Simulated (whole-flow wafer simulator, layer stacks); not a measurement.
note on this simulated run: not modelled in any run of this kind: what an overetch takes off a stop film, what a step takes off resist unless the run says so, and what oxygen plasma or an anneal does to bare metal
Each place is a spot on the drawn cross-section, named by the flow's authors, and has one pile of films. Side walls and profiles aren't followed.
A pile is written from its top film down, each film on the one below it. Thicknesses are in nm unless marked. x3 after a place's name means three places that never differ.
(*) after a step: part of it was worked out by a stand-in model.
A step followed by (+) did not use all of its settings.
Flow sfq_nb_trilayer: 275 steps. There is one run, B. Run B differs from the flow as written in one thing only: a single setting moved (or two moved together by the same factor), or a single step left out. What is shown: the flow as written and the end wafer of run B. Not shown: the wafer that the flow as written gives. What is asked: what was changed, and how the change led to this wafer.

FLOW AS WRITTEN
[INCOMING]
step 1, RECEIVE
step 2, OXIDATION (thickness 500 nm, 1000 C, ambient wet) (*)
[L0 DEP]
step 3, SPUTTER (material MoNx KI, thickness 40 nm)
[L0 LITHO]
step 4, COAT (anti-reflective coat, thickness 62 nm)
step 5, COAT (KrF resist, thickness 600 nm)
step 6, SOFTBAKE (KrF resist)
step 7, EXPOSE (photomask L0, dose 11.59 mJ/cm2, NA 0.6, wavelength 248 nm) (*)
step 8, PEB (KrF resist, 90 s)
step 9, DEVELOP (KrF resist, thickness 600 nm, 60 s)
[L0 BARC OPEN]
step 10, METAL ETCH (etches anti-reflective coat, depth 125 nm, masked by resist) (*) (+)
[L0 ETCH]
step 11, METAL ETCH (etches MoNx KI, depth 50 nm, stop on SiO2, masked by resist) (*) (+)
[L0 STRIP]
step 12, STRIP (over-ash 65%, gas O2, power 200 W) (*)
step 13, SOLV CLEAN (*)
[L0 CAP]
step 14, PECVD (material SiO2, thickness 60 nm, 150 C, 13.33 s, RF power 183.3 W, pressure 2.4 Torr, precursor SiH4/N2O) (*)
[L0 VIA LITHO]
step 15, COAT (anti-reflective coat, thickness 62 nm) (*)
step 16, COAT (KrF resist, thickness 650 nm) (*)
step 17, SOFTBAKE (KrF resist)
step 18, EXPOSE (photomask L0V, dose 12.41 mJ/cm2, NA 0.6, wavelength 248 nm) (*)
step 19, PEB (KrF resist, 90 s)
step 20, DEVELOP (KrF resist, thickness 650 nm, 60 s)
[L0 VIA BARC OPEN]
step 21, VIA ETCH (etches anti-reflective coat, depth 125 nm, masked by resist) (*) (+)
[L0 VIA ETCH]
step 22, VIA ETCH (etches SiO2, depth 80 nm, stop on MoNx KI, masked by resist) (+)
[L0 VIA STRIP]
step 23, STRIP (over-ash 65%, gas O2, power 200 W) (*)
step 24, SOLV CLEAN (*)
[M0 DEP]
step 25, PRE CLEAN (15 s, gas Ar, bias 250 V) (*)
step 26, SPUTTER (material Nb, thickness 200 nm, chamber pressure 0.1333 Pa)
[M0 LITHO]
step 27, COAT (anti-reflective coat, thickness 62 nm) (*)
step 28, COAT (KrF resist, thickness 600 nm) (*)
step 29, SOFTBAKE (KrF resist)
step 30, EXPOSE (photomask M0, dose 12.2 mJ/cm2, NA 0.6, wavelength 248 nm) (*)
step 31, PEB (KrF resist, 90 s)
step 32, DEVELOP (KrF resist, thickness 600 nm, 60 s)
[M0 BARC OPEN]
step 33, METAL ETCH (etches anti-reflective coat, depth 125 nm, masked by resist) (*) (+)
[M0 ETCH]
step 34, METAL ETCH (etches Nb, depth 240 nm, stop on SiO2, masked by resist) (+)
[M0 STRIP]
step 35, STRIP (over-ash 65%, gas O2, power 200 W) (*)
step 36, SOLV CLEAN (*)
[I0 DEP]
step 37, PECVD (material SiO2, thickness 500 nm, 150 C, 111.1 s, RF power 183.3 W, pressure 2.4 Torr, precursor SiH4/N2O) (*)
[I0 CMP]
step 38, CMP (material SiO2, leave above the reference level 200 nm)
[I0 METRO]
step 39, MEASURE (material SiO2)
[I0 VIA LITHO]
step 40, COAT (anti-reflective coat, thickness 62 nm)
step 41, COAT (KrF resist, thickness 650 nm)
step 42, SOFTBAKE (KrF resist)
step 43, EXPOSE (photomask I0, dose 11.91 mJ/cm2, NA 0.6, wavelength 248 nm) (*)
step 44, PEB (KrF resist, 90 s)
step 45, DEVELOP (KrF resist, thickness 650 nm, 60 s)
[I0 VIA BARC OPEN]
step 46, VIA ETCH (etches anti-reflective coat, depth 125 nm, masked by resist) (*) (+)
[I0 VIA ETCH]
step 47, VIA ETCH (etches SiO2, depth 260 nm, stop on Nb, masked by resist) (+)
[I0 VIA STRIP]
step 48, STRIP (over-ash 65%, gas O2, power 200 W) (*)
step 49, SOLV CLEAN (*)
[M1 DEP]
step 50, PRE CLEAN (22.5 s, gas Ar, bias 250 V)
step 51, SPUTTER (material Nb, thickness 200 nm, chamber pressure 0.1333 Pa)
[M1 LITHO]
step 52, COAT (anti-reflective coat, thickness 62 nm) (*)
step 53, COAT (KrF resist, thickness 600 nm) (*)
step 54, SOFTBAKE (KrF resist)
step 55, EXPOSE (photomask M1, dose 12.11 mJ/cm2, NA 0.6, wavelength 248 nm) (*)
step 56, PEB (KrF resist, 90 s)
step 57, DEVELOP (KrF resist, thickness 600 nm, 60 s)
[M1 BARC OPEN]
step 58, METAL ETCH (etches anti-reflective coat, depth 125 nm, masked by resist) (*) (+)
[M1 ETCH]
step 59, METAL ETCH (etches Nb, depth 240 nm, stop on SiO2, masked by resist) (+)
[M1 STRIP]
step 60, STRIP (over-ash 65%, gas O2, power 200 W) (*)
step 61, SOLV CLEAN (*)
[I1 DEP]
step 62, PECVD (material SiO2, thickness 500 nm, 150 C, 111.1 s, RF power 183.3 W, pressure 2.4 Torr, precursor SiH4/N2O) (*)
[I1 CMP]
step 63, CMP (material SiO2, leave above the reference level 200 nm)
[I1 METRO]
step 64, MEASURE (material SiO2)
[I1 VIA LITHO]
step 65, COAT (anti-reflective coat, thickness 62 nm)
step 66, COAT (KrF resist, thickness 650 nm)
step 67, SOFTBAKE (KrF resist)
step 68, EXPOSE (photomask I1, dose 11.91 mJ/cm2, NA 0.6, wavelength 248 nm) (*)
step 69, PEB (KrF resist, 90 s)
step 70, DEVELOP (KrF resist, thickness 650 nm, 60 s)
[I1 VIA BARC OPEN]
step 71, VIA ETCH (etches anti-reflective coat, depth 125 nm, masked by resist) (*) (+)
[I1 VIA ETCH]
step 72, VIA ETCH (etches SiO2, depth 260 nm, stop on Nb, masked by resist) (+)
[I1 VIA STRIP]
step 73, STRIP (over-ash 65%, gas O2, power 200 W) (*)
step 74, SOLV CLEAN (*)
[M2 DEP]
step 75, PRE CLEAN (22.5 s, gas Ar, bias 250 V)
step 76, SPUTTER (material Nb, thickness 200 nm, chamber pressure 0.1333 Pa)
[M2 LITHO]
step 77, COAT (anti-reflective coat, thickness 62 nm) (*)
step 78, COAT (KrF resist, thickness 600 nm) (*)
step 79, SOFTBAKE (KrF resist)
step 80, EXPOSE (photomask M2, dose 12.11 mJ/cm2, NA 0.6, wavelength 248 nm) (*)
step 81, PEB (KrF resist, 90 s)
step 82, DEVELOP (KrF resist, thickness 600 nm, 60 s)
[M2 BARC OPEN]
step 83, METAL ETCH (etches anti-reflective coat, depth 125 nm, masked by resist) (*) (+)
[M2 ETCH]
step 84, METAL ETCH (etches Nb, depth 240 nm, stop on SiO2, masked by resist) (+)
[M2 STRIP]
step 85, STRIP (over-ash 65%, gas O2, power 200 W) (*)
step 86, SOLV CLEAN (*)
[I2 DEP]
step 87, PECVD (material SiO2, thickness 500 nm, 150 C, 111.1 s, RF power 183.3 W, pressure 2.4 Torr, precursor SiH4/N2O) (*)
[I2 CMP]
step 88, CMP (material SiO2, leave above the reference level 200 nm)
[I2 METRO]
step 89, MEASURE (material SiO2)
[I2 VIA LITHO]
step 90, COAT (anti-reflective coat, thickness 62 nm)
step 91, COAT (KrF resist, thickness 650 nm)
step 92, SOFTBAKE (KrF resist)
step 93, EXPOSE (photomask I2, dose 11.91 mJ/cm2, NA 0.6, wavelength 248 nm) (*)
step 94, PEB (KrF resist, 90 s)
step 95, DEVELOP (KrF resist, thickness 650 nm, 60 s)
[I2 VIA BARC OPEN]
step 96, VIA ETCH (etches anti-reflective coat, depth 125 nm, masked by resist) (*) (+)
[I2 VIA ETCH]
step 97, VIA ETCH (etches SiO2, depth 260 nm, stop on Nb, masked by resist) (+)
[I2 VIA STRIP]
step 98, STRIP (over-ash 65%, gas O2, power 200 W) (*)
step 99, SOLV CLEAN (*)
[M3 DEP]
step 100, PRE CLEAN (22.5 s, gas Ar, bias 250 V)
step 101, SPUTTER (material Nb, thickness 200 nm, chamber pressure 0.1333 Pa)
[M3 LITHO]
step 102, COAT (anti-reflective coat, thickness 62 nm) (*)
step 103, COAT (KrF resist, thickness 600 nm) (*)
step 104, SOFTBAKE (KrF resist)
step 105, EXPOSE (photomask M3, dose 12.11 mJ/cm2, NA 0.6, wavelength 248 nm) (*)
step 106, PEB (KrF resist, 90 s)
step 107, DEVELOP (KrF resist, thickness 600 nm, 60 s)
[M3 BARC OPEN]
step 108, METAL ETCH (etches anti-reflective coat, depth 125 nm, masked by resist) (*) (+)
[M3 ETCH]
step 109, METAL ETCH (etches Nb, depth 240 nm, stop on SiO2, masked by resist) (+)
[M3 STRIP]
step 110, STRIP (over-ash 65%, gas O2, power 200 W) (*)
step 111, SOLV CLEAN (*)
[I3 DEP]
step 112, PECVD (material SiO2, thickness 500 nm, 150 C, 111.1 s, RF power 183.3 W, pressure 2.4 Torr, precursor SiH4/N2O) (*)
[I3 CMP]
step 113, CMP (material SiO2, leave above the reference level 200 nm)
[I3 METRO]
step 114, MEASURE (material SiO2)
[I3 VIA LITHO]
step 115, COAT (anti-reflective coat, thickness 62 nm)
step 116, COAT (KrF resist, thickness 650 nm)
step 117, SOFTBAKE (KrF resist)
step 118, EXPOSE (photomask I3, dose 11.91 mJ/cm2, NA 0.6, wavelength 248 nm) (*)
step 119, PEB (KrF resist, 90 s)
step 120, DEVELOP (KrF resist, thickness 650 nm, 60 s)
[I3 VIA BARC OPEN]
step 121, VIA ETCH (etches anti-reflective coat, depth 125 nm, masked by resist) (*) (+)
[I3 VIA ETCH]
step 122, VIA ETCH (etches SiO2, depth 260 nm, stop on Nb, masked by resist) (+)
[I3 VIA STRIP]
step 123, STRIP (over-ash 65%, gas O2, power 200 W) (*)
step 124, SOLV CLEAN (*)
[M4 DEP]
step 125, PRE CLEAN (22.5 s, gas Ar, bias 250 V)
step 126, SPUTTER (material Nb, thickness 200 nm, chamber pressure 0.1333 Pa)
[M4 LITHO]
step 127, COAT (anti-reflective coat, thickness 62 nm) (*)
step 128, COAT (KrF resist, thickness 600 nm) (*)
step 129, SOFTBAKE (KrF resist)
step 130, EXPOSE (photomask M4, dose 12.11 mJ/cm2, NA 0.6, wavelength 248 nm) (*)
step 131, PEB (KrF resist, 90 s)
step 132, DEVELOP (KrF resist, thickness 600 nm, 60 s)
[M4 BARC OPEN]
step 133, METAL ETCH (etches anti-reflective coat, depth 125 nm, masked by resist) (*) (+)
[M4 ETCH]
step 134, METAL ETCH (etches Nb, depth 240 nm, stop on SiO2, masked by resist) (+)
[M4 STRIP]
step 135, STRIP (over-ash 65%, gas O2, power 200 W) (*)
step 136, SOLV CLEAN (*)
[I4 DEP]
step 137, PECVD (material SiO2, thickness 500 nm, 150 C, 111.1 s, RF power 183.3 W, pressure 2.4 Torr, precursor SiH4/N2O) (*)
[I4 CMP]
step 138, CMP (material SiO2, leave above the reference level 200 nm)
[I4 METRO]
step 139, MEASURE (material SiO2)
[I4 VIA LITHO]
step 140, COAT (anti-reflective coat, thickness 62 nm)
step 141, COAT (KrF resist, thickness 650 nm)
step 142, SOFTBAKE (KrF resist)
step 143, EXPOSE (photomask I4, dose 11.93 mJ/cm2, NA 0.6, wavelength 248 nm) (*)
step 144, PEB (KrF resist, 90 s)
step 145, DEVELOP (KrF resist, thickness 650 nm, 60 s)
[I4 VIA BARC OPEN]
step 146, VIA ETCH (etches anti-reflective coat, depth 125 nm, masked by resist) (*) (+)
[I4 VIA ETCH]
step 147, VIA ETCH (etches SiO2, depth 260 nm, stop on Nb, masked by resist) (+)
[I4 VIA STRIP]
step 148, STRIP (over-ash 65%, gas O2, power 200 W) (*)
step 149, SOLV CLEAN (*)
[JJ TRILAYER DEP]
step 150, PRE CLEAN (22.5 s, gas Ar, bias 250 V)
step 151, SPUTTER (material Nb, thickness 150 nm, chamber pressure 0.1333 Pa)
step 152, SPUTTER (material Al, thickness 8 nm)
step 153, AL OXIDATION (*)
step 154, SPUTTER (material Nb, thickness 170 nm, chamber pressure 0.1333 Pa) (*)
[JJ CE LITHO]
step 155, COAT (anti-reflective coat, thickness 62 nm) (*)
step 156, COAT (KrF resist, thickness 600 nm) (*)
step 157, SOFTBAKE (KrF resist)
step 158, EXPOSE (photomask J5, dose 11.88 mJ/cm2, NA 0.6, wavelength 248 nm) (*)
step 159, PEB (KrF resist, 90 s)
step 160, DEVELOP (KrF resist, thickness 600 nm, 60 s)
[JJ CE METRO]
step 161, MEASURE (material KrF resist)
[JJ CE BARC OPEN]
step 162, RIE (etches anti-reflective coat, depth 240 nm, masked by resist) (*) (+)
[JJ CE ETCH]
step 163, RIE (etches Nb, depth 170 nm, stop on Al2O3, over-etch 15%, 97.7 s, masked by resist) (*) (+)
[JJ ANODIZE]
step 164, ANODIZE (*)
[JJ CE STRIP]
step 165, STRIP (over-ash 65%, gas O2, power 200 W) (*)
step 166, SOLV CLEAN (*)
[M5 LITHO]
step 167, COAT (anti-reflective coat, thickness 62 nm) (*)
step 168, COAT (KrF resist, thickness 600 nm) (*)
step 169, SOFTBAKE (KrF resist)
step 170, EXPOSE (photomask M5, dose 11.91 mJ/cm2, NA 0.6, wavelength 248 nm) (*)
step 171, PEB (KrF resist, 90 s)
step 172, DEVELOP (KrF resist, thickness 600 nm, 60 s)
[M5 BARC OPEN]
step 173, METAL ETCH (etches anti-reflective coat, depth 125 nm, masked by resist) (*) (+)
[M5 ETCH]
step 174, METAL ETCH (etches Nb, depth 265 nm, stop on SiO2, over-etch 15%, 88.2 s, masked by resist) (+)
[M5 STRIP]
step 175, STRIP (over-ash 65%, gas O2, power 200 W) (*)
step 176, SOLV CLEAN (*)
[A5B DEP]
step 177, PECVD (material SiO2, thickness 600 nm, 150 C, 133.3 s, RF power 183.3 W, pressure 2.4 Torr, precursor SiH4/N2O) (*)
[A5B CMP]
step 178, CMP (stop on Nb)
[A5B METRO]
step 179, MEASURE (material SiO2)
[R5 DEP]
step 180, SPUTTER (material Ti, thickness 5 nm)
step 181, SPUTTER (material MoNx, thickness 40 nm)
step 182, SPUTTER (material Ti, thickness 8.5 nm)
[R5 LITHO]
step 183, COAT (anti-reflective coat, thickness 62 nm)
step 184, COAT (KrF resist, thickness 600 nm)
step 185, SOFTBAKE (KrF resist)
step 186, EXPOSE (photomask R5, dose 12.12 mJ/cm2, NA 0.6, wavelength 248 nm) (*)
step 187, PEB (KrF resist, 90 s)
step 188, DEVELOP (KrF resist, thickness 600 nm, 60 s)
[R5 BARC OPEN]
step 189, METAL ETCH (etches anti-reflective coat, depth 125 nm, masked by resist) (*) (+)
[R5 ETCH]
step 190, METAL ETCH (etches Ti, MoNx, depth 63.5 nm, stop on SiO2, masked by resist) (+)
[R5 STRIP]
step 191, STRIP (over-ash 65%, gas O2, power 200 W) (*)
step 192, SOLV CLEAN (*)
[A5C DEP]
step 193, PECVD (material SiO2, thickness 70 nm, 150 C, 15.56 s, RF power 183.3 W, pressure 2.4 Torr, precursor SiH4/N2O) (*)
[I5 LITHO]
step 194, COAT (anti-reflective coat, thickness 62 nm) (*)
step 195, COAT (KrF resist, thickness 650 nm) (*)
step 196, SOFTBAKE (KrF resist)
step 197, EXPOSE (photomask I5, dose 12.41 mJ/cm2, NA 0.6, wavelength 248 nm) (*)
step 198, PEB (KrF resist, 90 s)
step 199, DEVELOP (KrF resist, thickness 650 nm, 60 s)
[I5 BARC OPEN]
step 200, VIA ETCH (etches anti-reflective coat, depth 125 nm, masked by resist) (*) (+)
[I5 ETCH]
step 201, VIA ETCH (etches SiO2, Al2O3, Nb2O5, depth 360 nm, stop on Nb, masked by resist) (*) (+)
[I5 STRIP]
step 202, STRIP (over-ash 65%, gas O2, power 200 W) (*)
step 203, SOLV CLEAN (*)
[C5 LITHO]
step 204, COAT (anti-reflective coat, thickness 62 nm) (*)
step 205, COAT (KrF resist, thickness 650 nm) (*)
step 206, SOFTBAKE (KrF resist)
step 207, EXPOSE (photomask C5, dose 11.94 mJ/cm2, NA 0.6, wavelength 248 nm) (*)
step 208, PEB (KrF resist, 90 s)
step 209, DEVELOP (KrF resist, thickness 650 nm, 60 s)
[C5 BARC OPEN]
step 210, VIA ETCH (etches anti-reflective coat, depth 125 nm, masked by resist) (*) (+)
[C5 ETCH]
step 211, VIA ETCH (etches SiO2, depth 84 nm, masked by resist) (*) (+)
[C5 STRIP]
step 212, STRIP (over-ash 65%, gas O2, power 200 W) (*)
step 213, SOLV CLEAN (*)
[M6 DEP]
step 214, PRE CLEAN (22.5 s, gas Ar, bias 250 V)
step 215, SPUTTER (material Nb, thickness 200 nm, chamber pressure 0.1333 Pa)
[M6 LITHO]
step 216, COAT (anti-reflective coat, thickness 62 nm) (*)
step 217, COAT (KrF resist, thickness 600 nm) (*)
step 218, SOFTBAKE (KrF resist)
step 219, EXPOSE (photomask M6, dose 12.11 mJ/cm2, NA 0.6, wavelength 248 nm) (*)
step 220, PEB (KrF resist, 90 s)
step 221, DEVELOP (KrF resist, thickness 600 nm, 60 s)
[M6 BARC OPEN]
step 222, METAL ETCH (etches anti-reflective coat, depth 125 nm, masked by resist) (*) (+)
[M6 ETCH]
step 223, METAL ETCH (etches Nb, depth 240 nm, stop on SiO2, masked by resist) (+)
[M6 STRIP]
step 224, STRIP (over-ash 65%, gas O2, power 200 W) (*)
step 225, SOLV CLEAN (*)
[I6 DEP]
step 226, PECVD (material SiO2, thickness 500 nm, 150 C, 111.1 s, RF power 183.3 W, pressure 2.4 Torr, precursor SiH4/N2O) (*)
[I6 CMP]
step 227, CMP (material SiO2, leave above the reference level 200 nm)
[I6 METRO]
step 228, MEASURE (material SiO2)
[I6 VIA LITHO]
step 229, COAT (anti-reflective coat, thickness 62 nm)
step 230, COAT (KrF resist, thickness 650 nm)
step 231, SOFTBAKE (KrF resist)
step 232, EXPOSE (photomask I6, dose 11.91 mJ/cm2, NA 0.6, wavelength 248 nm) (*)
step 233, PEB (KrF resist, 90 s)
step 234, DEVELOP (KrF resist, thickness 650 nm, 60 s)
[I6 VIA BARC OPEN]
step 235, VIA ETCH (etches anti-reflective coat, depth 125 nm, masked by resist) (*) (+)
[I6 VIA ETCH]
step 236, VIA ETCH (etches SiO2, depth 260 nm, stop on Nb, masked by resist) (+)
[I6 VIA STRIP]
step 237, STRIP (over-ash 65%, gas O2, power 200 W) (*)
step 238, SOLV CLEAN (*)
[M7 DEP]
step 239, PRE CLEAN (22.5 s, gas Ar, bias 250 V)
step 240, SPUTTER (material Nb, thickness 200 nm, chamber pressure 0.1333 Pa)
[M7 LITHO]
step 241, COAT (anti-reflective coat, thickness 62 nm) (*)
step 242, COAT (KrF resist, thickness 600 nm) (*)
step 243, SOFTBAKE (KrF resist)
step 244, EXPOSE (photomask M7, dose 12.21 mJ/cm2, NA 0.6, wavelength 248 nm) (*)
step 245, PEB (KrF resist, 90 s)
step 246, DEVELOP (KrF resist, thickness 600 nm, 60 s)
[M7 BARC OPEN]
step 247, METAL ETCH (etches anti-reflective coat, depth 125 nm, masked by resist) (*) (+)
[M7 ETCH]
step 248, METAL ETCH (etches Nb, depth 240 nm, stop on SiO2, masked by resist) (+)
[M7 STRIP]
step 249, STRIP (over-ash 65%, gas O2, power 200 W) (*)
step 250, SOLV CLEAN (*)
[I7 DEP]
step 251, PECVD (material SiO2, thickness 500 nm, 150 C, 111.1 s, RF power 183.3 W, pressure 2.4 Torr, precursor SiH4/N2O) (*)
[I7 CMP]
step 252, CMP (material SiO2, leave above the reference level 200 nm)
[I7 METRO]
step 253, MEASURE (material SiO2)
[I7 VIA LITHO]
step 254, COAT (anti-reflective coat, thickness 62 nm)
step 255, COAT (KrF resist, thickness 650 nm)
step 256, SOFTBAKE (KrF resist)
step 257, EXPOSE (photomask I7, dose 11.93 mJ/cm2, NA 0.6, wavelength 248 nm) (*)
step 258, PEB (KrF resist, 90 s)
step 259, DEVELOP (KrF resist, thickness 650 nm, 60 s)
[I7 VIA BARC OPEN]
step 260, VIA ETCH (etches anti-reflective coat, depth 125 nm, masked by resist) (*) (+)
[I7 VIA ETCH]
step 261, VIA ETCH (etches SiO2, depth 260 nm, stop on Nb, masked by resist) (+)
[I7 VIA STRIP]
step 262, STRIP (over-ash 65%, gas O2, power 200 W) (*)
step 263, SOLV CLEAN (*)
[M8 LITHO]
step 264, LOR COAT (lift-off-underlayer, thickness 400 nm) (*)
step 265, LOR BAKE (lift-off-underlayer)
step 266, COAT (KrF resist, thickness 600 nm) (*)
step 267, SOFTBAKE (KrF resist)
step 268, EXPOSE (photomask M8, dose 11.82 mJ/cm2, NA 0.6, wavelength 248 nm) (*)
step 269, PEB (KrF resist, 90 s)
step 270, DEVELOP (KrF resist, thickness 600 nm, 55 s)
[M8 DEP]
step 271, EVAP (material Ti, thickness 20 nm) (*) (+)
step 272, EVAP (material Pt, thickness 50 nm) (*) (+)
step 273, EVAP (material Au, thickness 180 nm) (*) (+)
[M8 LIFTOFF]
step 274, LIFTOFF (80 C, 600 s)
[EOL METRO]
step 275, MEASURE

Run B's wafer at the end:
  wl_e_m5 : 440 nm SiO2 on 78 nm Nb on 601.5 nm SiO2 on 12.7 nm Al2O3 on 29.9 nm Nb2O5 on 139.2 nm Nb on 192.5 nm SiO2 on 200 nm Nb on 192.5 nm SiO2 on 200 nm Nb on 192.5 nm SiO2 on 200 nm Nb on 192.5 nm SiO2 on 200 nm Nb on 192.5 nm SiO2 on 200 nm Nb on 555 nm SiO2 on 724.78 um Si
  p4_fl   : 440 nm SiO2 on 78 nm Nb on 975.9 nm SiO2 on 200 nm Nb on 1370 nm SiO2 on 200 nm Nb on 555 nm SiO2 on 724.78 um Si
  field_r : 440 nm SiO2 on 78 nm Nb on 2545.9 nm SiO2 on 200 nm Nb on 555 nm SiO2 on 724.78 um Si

What caused this: step 240, SPUTTER: thickness 318 nm was run, whereas the flow has thickness 200 nm.

Step by step, how the change led to this:
  step 240, SPUTTER (material Nb, thickness 200 nm, chamber pressure 0.1333 Pa)
      field_l, v_sur, via_wl and 102 more: +318 Nb (new film) (in the flow as written it would be: +200 Nb (new film))
      via_v: +257 Nb (in the flow as written it would be: +161.1 Nb)
  step 241, COAT (anti-reflective coat, thickness 62 nm) (*)
      via_v: +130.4 anti-reflective coat (new film) (in the flow as written it would be: +126 anti-reflective coat (new film))
  step 248, METAL ETCH (etches Nb, depth 240 nm, stop on SiO2, masked by resist) (+)
      field_l, field_r, lsp_l and 62 more: -240 Nb (in the flow as written it would be: -200 Nb (all of it))
  step 249, STRIP (over-ash 65%, gas O2, power 200 W) (*)
      via_v: -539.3 KrF resist (all of it), -130.4 anti-reflective coat (all of it) (in the flow as written it would be: -524.5 KrF resist (all of it), -126 anti-reflective coat (all of it))
  step 251, PECVD (material SiO2, thickness 500 nm, 150 C, 111.1 s, RF power 183.3 W, pressure 2.4 Torr, precursor SiH4/N2O) (*)
      field_l, p4_fl, p4_fm and 56 more: +500 SiO2 (new film) (in the flow as written it would be: +500 SiO2)
      field_r, lsp_l: +473.2 SiO2 (new film) (in the flow as written it would be: +477.7 SiO2)
      (as well as at 4 more places)
  step 252, CMP (material SiO2, leave above the reference level 200 nm)
      field_l, p4_fl, p4_fm and 56 more: -60 SiO2 (in the flow as written it would be: -100 SiO2)
      field_r, lsp_l: -33.2 SiO2 (in the flow as written it would be: -77.7 SiO2)
      (as well as at 3 more places)
With metal films that touch counted as one body, wl_e_m5 has 7 bodies (between them, from the top down: SiO2 601.5 / Al2O3 12.7 / Nb2O5 29.9; SiO2 192.5; SiO2 192.5; SiO2 192.5; SiO2 192.5; SiO2 192.5); the flow as written gives 6 bodies (between them, from the top down: SiO2 192.5; SiO2 192.5; SiO2 192.5; SiO2 192.5; SiO2 192.5).
With metal films that touch counted as one body, p4_fl has 3 bodies (between them, from the top down: SiO2 975.9; SiO2 1370); the flow as written gives 2 bodies (between them, from the top down: SiO2 1370).
With metal films that touch counted as one body, field_r has 2 bodies (between them, from the top down: SiO2 2545.9); the flow as written gives 1 body.
